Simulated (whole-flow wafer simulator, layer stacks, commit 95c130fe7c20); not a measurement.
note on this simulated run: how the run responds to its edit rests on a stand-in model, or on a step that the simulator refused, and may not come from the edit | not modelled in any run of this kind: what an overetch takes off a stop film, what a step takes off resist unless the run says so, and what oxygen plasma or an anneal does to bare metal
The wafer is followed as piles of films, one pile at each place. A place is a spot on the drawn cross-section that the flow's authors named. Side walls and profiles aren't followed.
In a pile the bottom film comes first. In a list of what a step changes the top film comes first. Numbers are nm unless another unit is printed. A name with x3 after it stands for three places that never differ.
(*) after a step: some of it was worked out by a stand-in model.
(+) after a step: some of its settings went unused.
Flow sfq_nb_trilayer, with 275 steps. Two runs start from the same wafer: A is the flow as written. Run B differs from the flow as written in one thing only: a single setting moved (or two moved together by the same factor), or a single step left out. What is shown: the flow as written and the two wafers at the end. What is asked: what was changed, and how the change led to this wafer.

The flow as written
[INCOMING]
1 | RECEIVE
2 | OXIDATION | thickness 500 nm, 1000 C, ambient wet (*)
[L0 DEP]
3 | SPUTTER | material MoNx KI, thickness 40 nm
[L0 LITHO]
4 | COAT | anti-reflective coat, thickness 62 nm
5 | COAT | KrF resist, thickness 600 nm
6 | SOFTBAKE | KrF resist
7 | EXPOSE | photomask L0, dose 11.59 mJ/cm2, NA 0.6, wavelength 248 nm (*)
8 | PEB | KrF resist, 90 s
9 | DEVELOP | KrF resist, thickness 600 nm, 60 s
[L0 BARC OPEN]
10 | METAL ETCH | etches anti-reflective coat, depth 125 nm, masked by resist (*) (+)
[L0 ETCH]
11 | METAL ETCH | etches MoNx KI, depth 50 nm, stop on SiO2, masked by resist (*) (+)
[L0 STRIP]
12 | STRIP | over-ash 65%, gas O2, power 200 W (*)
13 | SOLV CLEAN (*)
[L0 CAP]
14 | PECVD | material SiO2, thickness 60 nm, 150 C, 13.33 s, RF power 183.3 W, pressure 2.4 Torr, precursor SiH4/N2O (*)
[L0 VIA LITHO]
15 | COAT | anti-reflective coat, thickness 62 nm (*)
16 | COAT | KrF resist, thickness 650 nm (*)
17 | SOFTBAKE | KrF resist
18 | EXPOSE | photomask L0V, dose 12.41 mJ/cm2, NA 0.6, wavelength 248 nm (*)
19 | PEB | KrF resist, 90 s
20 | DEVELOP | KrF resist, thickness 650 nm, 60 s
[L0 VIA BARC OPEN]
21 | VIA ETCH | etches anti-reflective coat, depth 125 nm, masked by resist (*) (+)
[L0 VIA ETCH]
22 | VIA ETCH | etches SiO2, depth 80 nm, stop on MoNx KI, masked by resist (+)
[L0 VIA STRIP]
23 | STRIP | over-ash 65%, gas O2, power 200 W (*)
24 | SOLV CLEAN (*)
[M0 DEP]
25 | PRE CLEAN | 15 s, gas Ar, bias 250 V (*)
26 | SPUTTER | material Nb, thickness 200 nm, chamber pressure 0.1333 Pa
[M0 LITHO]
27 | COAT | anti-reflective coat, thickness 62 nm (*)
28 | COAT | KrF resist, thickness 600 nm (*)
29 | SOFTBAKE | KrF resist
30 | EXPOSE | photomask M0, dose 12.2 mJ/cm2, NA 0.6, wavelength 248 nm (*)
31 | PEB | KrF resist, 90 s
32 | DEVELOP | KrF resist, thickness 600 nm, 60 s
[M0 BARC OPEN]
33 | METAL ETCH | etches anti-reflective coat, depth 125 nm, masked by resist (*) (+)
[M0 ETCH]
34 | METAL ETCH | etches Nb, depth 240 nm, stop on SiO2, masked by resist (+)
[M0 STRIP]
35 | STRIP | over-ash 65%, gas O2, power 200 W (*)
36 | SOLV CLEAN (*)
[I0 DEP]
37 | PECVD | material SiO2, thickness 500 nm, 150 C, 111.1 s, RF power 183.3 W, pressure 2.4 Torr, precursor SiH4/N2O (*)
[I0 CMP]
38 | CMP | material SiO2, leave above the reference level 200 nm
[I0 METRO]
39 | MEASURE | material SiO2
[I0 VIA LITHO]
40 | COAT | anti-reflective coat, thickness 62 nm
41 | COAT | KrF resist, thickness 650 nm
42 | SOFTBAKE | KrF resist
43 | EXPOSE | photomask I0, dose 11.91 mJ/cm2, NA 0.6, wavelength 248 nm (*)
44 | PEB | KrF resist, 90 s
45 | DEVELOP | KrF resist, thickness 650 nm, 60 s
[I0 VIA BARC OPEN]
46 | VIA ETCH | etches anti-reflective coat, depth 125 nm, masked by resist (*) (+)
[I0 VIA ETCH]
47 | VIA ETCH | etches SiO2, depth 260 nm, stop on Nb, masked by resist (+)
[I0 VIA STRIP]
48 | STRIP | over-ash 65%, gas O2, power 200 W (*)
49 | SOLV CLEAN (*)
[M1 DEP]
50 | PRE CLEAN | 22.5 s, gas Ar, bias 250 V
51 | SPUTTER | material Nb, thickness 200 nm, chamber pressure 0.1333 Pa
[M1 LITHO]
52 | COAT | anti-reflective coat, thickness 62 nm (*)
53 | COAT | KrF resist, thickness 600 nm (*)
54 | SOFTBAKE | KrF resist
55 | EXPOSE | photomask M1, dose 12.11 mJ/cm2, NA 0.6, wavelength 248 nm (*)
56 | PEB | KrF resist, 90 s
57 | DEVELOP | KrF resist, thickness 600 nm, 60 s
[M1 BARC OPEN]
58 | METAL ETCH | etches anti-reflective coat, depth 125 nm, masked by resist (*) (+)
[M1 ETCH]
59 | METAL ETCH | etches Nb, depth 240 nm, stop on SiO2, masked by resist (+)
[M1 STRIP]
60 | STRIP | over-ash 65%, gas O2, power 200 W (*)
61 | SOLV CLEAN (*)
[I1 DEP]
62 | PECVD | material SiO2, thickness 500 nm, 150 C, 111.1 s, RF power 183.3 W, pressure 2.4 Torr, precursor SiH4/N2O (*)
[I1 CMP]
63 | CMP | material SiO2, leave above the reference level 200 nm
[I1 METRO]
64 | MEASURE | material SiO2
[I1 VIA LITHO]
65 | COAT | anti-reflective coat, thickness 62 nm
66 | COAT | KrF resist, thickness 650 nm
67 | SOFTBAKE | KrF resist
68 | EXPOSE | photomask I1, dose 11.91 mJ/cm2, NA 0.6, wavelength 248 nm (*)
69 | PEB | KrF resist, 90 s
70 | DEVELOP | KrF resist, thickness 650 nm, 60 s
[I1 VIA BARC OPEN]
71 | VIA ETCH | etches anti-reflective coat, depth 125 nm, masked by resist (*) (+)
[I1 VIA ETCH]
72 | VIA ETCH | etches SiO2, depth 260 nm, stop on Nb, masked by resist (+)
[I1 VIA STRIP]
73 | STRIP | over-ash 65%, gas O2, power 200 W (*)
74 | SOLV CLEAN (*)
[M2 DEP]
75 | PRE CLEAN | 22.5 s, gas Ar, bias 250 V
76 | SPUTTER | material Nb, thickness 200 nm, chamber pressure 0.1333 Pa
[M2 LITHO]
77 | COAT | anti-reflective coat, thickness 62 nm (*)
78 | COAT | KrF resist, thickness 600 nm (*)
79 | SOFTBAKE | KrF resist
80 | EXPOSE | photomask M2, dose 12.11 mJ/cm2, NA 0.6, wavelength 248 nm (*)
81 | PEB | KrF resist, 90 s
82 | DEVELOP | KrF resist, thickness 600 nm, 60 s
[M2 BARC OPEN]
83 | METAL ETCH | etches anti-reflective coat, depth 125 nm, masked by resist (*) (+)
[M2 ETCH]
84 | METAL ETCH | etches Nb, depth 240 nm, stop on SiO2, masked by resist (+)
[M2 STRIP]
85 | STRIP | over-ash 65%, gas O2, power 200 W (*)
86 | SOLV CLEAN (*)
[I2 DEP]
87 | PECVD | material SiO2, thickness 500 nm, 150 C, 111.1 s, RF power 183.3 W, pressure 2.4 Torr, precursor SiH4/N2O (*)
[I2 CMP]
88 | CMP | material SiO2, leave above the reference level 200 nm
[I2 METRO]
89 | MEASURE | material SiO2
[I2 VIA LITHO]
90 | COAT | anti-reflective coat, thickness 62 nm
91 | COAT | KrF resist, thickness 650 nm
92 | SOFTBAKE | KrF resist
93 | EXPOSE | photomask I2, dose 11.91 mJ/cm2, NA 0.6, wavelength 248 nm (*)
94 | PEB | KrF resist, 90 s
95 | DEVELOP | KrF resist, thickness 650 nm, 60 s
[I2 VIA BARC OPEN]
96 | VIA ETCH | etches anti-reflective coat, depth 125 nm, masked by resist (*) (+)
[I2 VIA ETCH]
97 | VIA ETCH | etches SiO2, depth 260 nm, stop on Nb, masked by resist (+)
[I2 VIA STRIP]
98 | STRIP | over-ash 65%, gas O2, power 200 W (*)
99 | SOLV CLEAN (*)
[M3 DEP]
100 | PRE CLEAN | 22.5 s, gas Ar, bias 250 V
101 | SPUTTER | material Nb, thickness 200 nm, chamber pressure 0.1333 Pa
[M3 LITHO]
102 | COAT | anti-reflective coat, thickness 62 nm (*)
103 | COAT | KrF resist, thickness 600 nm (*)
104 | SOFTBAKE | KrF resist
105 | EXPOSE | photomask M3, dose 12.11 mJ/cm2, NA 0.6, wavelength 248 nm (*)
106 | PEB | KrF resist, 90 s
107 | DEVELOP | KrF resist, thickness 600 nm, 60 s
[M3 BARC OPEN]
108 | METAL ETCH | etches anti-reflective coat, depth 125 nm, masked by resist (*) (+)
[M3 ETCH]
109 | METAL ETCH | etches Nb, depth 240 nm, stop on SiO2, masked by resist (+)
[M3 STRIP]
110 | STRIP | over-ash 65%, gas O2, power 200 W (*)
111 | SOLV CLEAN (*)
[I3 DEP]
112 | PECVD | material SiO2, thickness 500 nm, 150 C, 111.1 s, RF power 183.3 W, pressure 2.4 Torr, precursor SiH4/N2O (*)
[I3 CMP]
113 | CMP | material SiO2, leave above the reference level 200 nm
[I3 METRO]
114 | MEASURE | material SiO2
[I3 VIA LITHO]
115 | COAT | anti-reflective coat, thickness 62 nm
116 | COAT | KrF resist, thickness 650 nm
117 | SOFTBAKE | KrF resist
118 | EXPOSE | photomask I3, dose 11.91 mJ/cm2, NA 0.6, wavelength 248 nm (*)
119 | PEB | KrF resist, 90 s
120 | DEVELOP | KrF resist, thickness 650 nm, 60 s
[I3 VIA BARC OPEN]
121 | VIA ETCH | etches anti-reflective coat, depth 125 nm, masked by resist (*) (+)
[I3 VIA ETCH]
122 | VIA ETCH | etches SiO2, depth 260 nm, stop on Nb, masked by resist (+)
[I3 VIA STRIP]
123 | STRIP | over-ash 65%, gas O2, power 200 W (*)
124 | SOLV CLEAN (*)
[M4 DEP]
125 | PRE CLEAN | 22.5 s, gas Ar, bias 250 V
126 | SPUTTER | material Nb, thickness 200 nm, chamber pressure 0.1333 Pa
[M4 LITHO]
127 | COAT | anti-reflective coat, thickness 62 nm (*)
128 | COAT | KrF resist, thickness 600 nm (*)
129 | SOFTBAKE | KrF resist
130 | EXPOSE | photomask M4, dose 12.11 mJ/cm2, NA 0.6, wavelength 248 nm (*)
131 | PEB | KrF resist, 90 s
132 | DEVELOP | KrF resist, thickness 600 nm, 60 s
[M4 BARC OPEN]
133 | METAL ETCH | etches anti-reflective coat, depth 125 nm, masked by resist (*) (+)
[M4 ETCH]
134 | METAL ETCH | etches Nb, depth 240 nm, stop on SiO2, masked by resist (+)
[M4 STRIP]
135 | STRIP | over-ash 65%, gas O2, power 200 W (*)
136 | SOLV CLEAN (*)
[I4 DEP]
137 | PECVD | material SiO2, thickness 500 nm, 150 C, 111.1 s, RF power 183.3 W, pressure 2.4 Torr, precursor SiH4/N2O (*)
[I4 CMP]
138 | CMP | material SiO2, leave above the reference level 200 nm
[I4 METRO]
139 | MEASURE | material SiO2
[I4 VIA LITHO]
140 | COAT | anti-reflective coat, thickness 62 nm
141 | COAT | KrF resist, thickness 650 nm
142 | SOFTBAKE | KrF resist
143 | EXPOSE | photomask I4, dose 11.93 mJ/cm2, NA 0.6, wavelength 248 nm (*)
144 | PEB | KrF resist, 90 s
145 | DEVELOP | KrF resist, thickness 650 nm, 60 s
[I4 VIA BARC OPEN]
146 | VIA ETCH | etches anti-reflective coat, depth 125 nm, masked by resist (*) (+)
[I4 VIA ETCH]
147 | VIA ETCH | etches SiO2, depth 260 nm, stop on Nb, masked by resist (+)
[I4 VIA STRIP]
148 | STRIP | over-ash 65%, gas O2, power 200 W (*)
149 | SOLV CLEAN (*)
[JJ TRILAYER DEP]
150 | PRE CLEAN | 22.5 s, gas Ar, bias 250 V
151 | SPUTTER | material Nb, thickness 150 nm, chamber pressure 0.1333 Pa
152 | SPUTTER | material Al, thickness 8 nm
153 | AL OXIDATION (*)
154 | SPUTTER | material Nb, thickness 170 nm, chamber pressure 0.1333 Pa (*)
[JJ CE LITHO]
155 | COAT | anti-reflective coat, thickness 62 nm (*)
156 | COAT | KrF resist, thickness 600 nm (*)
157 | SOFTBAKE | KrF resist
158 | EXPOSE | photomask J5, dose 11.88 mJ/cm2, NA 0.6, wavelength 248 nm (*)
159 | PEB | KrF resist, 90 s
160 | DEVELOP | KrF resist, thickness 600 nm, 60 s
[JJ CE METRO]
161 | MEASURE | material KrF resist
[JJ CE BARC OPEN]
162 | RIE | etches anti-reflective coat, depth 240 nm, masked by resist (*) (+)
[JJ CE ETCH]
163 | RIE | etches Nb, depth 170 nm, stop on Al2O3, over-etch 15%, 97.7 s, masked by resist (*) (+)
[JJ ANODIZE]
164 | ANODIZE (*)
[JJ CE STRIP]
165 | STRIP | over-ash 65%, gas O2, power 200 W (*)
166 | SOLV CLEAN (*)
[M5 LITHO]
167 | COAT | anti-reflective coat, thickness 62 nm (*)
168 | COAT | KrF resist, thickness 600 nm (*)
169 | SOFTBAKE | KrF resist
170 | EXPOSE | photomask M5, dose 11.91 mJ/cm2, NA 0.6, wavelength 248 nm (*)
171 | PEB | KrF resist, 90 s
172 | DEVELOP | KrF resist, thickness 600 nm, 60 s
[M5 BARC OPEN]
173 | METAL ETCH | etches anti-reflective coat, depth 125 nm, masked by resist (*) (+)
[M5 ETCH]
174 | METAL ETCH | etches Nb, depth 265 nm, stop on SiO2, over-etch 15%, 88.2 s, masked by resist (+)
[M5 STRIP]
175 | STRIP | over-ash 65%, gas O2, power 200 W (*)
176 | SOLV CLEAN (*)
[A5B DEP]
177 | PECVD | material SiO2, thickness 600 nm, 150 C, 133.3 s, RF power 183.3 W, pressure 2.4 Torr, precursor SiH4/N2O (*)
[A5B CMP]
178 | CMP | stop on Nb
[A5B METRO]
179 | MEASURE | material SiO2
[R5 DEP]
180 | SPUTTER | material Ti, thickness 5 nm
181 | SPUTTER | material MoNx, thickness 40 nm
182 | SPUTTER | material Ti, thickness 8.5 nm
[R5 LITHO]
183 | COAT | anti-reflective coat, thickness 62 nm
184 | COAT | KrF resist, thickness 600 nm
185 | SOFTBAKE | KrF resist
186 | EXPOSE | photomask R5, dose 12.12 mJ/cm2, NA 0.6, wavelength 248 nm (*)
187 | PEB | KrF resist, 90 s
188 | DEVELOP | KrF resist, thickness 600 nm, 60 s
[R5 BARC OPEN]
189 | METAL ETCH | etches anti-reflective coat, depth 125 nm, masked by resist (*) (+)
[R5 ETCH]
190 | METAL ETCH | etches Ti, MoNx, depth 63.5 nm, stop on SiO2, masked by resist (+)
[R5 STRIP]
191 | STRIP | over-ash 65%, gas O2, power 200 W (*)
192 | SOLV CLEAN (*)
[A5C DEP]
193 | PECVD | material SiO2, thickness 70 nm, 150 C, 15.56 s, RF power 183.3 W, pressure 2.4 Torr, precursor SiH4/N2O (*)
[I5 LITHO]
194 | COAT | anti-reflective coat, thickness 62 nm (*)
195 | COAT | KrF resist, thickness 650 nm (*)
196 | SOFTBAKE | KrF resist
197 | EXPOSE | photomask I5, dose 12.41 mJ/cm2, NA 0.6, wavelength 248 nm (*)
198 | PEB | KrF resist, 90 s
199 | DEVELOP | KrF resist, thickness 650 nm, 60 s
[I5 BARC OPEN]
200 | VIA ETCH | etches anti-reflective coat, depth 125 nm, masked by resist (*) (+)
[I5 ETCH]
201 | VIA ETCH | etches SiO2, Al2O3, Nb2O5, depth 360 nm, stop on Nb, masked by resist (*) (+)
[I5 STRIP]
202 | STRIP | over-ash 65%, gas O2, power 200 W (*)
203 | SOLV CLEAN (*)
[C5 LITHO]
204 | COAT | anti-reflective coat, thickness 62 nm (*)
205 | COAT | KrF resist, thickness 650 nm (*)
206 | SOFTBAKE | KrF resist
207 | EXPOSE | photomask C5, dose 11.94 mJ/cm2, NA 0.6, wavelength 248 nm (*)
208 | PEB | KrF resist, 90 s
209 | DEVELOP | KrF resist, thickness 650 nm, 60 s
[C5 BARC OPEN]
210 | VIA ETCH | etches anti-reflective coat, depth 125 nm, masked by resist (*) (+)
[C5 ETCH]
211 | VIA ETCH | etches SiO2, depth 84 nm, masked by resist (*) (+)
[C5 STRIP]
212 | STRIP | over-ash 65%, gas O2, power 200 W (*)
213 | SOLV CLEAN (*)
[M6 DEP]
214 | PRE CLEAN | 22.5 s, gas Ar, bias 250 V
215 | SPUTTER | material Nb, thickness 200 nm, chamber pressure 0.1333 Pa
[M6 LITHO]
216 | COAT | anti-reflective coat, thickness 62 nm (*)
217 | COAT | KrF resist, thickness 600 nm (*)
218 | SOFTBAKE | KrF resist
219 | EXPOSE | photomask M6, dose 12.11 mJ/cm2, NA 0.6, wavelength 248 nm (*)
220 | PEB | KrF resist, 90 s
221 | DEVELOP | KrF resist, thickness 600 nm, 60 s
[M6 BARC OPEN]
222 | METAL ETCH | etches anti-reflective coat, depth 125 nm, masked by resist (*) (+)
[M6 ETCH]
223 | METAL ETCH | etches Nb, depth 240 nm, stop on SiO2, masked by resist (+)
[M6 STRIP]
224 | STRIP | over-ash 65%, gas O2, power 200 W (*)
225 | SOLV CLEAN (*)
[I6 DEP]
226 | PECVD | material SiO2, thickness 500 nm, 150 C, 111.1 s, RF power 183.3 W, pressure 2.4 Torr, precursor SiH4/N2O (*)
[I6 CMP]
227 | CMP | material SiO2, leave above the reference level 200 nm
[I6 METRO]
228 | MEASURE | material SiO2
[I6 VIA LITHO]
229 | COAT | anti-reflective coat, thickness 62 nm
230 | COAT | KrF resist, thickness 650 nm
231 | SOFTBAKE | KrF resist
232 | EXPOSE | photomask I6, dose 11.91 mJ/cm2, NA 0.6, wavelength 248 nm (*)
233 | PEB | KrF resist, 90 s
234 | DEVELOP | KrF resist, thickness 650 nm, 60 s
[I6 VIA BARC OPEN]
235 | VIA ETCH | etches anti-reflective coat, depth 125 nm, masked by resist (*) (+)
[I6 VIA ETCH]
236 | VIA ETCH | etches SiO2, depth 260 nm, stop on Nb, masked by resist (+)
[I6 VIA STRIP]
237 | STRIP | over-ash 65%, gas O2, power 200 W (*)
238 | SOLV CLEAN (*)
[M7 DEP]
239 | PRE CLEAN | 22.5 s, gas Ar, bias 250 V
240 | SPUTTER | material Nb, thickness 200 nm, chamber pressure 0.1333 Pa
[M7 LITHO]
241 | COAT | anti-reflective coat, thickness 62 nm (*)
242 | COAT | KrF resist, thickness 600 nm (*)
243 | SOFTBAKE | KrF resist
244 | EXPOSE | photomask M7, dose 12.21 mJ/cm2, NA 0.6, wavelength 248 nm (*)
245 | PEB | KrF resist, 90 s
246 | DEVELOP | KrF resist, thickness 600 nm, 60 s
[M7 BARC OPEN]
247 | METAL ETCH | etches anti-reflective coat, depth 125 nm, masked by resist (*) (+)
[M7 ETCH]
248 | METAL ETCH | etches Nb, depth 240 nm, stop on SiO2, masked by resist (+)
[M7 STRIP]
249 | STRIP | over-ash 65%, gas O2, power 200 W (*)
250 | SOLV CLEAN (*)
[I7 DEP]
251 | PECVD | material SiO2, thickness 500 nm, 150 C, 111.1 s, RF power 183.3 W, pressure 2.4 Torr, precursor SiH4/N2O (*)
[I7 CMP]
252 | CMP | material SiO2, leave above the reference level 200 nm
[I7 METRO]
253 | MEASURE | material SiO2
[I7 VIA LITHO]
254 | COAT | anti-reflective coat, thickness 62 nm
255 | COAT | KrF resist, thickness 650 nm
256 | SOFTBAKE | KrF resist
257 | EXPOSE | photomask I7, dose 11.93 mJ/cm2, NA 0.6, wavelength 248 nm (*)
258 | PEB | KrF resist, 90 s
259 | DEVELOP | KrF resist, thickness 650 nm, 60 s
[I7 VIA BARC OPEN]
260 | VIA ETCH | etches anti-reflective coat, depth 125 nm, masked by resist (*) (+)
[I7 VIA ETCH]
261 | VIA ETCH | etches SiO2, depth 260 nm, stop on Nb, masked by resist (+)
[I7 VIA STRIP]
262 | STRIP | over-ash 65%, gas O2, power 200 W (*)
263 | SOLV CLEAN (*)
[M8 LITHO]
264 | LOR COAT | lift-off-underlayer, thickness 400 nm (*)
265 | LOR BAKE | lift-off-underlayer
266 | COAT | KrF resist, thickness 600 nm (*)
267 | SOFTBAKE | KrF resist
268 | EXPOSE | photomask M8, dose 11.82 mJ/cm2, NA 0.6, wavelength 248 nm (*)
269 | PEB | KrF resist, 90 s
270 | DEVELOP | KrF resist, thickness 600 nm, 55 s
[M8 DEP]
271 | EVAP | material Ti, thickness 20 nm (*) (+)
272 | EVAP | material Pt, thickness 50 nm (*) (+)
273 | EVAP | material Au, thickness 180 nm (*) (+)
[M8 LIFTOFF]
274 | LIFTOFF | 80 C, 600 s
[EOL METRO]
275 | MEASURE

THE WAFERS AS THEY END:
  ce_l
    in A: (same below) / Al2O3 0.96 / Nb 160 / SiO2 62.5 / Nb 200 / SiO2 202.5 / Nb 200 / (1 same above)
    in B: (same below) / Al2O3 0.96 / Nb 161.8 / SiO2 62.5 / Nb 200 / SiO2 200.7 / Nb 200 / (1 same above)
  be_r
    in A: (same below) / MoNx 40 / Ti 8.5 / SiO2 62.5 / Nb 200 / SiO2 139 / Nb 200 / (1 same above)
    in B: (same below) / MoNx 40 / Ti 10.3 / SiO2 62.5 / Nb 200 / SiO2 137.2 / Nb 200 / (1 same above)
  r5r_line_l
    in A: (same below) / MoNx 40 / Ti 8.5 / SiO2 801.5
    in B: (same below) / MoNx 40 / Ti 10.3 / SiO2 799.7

Cause: step 182, SPUTTER: thickness 10.3 nm was run, whereas the flow has thickness 8.5 nm.
The wafer lets one read it off: be_r has Ti 10.3, and step 182 as written asks for 8.5 nm.

Step by step, how the change led to this:
  182 | SPUTTER | material Ti, thickness 8.5 nm
      field_l, v_sur, via_wl and 103 more: A Ti gains 8.5 (new film) | B Ti gains 10.3 (new film)
  190 | METAL ETCH | etches Ti, MoNx, depth 63.5 nm, stop on SiO2, masked by resist (+)
      field_l, v_sur, via_wl and 92 more: A Ti loses 8.5 (all of it), MoNx loses 40 (all of it), Ti loses 5 (all of it) | B Ti loses 10.3 (all of it), MoNx loses 40 (all of it), Ti loses 5 (all of it)
      ce_l, c5j, ce_r, wl_jj: A Ti loses 8.5 (all of it), MoNx loses 40 (all of it), Ti loses 5 (all of it), Nb loses 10 | B Ti loses 10.3 (all of it), MoNx loses 40 (all of it), Ti loses 5 (all of it), Nb loses 8.2
